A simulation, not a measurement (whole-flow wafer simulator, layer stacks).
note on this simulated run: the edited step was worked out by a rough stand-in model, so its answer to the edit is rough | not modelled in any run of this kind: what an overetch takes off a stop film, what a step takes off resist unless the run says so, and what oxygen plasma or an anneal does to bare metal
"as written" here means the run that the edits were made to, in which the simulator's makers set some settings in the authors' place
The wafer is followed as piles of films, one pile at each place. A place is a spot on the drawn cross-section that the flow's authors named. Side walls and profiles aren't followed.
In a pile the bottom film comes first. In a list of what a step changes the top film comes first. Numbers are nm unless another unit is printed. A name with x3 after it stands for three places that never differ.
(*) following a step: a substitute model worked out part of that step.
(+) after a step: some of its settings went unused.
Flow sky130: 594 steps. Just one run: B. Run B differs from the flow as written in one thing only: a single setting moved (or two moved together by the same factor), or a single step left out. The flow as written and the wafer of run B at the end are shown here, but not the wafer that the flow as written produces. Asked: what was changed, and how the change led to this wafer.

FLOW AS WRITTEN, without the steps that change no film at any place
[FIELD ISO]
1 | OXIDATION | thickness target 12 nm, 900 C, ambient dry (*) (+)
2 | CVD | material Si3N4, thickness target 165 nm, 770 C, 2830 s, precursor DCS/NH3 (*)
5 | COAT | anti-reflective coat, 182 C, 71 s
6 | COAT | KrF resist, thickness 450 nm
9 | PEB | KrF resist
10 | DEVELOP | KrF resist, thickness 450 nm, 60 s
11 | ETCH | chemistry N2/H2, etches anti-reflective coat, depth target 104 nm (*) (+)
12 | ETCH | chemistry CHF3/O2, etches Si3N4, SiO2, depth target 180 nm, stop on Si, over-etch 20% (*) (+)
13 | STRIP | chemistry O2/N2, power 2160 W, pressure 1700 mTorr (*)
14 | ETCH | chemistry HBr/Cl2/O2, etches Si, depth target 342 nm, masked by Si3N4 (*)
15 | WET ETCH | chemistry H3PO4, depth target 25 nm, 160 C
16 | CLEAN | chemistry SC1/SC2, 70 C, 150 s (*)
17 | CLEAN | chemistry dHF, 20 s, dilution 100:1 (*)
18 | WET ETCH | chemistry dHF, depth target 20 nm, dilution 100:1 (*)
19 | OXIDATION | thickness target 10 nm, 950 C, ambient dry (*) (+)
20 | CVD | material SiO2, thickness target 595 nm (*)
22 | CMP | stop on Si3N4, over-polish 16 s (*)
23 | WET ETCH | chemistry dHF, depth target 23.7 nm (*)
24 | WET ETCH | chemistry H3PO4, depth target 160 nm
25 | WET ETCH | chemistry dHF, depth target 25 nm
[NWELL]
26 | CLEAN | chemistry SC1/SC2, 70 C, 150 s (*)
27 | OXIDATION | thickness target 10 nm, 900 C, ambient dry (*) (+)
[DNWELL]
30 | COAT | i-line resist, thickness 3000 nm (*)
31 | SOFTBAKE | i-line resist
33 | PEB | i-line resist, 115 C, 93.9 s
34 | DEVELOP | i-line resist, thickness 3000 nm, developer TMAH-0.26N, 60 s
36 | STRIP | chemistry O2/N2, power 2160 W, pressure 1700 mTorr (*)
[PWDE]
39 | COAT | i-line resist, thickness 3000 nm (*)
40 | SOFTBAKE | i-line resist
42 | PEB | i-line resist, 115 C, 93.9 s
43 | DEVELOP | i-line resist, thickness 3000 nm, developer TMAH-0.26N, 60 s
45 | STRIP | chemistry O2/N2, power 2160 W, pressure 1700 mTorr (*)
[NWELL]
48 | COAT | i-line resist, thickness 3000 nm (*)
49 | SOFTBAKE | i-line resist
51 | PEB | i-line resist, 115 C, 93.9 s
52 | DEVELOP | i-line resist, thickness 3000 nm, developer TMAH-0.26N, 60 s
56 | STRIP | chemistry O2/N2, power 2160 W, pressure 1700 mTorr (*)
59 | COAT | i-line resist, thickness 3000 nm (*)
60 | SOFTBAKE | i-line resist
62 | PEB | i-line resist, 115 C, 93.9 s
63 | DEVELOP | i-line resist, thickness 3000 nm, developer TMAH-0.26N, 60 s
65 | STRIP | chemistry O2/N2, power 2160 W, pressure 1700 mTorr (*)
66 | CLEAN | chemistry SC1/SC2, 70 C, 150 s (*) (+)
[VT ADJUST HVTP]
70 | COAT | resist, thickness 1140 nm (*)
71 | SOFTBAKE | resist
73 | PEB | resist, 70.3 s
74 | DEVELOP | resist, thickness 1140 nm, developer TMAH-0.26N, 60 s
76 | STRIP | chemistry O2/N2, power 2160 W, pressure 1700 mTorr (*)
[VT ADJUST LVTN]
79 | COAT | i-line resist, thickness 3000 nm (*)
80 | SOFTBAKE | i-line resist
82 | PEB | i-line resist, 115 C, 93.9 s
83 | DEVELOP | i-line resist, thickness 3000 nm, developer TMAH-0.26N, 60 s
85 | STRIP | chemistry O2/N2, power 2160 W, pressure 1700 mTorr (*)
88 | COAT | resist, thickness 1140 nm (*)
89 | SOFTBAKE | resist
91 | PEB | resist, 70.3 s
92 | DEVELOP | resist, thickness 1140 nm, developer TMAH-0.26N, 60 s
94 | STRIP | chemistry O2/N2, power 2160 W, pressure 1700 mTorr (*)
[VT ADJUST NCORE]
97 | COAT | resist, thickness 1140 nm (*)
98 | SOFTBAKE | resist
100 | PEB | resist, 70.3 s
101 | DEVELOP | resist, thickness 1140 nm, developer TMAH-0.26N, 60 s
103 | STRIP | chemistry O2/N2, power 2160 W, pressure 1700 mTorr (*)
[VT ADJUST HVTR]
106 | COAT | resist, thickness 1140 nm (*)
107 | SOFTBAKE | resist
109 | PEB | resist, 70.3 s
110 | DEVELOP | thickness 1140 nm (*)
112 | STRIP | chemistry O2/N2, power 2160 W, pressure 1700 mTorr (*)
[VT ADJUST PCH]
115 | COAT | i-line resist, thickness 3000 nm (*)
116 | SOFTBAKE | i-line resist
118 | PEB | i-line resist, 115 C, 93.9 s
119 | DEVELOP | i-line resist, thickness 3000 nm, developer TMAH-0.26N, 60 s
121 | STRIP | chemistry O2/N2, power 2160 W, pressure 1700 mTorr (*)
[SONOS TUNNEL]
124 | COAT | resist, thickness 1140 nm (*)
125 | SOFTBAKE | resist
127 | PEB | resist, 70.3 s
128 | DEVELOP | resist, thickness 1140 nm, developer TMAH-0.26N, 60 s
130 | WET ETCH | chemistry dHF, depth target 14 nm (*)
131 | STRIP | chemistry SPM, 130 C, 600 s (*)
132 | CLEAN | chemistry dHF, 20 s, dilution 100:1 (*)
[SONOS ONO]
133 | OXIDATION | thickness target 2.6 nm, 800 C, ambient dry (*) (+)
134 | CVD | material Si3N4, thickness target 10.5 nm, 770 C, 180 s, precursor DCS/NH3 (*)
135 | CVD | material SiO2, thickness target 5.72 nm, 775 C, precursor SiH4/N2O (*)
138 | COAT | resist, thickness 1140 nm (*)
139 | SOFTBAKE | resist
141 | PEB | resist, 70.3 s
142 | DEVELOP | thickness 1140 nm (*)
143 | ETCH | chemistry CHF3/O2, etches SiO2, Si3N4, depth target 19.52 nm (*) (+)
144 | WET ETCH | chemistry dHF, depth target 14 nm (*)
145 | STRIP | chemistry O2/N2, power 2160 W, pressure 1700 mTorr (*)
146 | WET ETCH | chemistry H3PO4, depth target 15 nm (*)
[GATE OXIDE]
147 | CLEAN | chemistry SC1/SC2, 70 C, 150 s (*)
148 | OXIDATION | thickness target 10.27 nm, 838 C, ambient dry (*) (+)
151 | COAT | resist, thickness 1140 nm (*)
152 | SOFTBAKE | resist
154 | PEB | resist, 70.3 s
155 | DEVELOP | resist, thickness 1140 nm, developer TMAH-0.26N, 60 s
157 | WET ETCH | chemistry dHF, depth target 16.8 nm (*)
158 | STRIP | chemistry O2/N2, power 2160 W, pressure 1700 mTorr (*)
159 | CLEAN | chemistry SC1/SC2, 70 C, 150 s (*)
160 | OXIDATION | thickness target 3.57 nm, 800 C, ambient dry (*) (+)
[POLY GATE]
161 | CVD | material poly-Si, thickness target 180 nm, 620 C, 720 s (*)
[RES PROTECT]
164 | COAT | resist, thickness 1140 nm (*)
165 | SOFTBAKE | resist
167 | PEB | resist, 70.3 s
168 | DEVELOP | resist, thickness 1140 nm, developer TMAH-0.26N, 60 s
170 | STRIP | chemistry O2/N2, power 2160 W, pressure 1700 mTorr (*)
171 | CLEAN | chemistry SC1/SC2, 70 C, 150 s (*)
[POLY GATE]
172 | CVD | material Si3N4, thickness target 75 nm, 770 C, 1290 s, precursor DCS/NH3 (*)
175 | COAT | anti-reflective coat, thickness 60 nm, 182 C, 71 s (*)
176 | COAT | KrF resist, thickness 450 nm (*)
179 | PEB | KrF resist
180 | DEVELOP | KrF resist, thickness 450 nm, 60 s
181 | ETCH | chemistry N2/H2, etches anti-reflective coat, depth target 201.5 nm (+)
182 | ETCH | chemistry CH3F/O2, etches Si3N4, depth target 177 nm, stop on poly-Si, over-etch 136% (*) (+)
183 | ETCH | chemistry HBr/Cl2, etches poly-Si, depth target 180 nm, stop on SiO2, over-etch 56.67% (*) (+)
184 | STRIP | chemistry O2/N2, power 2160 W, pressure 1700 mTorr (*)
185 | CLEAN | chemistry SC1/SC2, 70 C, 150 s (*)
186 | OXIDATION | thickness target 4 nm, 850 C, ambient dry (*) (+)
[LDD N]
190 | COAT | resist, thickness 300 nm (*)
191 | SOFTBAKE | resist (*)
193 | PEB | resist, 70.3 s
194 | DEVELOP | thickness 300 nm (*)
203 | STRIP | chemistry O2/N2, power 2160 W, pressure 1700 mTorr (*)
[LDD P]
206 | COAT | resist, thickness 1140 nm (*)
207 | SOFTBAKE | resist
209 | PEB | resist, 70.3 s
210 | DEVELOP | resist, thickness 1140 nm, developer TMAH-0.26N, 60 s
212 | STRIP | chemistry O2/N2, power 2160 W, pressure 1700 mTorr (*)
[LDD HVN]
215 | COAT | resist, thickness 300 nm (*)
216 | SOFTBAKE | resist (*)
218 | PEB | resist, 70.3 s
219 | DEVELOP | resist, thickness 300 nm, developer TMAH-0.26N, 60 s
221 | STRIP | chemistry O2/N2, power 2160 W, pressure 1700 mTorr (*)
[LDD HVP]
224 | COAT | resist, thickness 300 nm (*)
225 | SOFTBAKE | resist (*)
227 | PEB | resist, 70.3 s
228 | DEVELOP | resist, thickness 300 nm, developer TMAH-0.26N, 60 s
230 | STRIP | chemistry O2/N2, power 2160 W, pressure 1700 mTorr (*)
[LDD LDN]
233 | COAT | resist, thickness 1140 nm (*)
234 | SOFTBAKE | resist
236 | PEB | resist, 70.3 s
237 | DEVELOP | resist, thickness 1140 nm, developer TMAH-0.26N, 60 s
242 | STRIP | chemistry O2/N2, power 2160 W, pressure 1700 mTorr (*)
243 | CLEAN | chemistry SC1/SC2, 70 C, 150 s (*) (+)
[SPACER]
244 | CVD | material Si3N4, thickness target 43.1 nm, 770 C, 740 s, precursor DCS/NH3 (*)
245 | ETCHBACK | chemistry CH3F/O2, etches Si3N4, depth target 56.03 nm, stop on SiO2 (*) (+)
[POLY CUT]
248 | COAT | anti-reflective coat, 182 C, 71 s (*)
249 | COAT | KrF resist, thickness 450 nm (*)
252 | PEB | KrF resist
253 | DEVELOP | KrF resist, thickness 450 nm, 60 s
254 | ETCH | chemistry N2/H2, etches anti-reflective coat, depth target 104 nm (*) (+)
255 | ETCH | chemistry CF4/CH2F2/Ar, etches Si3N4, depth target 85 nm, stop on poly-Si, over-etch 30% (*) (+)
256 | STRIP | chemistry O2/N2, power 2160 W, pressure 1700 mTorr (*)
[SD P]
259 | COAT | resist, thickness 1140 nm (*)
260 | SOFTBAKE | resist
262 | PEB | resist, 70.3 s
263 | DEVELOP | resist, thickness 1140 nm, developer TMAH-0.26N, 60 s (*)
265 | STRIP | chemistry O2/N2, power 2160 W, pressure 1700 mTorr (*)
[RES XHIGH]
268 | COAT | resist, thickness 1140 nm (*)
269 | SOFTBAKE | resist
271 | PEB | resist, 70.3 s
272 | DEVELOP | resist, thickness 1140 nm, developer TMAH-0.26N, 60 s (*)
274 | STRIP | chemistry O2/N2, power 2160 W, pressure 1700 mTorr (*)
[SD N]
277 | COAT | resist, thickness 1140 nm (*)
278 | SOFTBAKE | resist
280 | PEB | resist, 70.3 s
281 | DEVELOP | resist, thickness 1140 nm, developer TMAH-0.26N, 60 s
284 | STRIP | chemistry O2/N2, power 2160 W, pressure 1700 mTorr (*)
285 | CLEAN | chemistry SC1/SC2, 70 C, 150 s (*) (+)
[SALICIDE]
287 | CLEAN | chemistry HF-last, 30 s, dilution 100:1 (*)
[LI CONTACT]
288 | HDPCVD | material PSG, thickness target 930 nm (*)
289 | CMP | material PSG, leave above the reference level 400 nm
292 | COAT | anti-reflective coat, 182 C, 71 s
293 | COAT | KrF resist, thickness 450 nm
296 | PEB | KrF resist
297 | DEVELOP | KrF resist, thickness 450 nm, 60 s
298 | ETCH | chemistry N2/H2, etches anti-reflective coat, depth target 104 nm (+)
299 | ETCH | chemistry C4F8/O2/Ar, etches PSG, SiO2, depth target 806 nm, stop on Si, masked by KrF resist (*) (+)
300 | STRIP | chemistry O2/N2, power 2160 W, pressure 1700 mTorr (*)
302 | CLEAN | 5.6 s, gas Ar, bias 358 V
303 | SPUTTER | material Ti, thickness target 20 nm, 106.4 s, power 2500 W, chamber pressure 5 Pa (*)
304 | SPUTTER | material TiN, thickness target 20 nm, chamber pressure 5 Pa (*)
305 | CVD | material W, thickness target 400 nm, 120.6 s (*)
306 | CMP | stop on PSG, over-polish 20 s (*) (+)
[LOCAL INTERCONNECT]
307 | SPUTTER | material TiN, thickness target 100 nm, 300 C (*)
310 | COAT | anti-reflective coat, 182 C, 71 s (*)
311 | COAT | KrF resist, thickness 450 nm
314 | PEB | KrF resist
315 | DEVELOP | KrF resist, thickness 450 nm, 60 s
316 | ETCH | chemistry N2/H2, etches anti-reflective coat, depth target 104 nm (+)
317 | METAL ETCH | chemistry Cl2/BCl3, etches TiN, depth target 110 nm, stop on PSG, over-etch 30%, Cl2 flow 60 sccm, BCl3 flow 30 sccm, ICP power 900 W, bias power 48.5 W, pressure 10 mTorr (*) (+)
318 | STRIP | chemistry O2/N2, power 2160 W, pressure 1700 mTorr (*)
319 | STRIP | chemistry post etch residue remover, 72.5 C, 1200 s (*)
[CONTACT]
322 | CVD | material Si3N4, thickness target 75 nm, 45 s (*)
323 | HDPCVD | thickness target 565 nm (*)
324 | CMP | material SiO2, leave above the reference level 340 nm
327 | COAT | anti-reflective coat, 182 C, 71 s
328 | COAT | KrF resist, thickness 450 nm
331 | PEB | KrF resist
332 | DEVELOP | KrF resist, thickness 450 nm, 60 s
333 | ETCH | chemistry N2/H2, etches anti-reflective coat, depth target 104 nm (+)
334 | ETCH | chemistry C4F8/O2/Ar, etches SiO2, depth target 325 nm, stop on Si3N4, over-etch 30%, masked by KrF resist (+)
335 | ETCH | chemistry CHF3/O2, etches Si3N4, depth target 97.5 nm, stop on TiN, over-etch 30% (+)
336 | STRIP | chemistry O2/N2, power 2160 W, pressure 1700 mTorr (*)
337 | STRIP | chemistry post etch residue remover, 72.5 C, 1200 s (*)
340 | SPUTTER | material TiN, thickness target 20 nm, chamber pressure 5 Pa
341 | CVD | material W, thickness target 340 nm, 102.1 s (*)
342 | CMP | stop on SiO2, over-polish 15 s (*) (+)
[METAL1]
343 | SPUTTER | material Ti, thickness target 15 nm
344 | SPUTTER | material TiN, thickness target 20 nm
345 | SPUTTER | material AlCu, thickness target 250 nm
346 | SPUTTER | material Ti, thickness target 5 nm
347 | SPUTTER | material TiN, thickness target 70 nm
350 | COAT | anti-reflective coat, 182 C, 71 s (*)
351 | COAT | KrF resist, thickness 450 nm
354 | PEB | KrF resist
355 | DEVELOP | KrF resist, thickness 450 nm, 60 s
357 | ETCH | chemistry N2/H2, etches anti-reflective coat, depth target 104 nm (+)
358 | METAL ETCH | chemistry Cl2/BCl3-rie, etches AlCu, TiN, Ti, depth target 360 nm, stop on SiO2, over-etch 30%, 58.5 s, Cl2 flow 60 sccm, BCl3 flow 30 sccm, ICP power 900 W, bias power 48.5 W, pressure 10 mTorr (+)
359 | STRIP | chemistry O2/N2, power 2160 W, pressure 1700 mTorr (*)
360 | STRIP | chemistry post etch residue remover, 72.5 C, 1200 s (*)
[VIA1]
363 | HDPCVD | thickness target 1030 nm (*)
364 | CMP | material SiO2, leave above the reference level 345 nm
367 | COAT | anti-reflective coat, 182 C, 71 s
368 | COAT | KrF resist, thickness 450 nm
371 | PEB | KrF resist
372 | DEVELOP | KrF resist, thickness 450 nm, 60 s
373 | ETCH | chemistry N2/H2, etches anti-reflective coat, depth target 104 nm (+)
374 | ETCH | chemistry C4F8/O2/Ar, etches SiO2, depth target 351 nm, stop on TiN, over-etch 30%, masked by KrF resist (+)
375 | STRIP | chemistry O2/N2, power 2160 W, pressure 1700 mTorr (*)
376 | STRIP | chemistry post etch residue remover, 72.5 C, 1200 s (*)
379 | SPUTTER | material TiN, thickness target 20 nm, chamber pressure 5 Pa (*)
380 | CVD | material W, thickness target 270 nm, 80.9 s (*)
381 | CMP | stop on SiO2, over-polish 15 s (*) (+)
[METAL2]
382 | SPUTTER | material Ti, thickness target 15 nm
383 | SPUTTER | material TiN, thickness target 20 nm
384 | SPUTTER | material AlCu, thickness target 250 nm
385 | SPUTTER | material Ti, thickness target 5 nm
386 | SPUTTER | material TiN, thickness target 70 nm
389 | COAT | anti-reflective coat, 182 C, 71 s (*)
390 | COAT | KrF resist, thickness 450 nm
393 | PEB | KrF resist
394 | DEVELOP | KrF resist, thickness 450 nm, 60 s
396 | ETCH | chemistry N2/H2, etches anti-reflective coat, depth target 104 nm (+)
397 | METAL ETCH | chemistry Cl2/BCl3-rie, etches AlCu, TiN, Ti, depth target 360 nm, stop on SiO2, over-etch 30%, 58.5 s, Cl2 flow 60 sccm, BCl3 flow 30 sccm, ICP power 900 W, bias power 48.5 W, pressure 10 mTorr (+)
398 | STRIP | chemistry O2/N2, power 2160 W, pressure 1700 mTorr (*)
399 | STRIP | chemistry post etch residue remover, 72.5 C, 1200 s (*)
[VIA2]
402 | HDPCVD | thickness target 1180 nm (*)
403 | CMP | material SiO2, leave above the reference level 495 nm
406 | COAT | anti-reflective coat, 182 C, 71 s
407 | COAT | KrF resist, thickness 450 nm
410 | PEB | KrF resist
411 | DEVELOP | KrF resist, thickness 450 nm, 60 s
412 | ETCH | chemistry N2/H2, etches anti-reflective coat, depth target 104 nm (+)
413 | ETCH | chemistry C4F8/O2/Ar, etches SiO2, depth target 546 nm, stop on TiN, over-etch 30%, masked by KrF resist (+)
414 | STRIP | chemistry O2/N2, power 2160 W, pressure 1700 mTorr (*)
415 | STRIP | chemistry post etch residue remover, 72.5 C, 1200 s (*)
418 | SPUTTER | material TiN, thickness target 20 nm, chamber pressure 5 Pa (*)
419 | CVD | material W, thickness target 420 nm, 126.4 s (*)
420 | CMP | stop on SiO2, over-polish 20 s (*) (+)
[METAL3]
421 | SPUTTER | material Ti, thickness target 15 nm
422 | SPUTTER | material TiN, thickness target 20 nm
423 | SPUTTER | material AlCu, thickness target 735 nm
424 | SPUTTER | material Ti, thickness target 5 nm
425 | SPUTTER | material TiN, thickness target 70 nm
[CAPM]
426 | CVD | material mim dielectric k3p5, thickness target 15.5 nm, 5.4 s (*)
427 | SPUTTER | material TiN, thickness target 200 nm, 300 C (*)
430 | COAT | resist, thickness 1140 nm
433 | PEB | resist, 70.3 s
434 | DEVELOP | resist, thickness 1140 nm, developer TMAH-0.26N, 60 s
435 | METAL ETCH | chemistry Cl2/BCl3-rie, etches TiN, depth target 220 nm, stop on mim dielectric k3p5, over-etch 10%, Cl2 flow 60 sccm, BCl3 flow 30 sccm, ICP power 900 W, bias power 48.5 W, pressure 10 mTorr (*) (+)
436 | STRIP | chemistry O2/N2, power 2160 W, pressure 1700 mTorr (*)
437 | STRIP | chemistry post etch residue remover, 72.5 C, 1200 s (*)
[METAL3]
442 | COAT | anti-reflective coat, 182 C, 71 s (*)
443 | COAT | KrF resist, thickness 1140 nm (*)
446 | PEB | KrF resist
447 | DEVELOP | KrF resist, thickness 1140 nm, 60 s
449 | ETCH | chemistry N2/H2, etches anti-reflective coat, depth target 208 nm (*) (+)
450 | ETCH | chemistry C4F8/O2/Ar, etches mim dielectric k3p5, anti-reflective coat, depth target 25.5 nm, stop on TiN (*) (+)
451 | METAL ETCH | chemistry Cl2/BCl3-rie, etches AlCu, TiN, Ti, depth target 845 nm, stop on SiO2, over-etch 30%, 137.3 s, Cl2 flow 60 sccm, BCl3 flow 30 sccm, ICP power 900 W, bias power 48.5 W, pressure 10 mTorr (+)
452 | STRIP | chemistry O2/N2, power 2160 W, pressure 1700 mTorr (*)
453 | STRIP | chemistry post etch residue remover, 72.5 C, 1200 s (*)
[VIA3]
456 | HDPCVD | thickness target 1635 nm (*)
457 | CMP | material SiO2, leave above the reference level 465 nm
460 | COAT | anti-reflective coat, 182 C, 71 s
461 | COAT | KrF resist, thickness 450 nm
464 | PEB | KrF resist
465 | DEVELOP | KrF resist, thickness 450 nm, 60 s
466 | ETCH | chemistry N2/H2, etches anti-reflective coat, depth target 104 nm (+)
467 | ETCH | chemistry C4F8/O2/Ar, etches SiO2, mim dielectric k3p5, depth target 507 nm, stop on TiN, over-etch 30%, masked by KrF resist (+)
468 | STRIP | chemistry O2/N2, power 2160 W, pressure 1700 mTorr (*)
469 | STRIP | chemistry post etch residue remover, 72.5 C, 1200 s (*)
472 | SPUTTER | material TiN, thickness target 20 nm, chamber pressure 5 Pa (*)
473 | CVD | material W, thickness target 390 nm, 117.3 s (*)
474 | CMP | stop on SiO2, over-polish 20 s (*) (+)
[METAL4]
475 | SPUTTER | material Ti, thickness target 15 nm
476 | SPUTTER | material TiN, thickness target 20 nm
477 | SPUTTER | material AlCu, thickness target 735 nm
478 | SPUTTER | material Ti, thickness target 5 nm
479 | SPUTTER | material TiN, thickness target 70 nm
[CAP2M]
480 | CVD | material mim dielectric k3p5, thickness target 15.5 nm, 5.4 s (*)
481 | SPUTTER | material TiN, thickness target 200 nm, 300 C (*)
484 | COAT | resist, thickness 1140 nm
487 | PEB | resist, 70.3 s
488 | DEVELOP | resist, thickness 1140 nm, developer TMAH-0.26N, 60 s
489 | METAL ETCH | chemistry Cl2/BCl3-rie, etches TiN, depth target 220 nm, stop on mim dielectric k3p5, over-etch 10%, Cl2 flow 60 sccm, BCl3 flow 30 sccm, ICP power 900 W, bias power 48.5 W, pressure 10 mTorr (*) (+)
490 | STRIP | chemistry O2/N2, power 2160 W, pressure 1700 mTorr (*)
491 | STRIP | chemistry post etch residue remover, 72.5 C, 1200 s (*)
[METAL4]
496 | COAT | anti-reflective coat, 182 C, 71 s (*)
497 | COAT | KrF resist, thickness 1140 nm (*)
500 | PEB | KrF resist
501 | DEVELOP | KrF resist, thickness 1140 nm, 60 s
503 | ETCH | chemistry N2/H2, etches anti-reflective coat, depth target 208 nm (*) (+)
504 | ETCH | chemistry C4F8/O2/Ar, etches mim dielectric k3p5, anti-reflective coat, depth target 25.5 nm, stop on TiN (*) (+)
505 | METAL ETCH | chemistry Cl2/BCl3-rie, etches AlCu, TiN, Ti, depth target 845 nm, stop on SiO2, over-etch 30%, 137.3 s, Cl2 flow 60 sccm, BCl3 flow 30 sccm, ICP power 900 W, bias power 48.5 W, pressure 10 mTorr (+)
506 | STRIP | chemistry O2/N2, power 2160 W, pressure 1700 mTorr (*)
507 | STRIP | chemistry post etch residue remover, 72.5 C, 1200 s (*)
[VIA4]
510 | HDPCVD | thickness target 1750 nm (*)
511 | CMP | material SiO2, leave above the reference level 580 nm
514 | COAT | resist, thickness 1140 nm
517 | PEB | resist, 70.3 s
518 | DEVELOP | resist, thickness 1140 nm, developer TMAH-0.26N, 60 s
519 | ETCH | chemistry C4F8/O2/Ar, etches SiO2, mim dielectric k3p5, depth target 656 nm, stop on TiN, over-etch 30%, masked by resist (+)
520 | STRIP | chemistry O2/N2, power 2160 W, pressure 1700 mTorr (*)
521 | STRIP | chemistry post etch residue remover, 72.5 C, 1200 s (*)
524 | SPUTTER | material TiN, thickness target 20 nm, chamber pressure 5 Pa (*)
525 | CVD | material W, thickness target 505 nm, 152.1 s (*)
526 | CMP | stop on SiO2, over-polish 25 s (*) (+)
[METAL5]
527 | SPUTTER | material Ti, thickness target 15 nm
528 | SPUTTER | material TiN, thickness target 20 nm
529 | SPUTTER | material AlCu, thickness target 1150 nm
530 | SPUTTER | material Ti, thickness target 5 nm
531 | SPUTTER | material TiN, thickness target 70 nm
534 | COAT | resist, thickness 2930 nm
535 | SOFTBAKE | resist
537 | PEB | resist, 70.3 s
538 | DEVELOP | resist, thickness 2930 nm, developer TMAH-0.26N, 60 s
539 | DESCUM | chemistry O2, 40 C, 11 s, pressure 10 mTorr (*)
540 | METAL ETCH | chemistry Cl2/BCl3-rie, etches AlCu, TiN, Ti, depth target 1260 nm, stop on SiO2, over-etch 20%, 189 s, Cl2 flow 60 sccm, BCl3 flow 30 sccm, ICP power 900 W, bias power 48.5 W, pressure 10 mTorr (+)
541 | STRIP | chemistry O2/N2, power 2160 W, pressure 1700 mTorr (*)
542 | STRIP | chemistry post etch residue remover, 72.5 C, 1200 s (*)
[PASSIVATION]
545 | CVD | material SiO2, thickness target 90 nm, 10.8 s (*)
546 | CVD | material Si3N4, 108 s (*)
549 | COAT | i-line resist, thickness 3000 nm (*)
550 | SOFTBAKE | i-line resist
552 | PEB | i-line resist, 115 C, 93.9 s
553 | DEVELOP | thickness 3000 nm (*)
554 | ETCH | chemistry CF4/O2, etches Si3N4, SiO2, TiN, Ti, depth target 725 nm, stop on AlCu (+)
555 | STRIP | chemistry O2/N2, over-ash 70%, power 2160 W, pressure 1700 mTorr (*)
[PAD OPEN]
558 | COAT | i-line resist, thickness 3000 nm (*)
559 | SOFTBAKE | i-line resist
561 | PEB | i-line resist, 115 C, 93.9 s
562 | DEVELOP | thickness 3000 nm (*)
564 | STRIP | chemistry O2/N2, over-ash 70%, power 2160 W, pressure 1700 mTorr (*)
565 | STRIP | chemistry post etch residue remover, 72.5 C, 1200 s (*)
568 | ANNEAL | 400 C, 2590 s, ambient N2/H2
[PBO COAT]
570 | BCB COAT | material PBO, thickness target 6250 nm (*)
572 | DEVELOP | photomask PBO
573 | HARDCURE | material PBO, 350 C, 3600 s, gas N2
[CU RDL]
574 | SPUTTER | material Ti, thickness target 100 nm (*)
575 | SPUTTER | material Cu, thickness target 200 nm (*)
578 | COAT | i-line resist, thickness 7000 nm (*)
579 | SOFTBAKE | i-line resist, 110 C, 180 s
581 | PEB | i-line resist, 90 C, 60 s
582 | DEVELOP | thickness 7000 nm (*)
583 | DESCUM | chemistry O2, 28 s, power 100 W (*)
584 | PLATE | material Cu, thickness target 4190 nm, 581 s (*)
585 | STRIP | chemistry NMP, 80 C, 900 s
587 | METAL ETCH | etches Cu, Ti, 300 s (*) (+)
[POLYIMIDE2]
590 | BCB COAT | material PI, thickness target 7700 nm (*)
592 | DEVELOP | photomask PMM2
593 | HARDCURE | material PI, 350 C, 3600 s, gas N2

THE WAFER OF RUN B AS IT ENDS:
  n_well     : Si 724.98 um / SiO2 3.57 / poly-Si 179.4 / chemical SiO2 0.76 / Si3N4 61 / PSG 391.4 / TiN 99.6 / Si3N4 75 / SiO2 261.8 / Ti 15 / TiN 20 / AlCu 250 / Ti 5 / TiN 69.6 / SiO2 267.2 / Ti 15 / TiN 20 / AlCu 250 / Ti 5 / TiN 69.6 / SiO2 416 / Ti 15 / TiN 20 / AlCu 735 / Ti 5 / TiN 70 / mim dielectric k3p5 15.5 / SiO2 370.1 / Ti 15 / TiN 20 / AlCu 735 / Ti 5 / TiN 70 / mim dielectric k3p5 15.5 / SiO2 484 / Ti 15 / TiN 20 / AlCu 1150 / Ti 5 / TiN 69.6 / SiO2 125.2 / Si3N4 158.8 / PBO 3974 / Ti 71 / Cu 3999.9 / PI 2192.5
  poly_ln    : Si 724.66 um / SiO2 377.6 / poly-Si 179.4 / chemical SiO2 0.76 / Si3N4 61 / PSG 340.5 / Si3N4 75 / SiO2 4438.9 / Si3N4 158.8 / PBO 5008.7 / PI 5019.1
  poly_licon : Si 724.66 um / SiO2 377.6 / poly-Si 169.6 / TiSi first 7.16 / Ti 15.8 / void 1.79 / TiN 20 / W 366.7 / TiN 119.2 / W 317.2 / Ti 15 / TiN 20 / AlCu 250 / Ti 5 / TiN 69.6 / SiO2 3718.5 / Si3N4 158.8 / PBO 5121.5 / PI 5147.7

The reason: step 574, SPUTTER: thickness target 71 nm was run, though the flow has thickness target 100 nm.
The wafer itself shows it: n_well has Ti 71, and step 574 as written asks for 100 nm.

How this came from the change, step by step:
  574 | SPUTTER | material Ti, thickness target 100 nm (*)
      field, active, n_well and 190 more: Ti gains 71 (new film) (it would be, as written: Ti gains 100 (new film))
  587 | METAL ETCH | etches Cu, Ti, 300 s (*) (+)
      field, active, gate and 167 more: Cu loses 200 (all of it), Ti loses 71 (all of it) (it would be, as written: Cu loses 200 (all of it), Ti loses 100 (all of it))
  590 | BCB COAT | material PI, thickness target 7700 nm (*)
      de16_gate_nw: PI gains 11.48 um (new film) (it would be, as written: PI gains 11.5 um (new film))
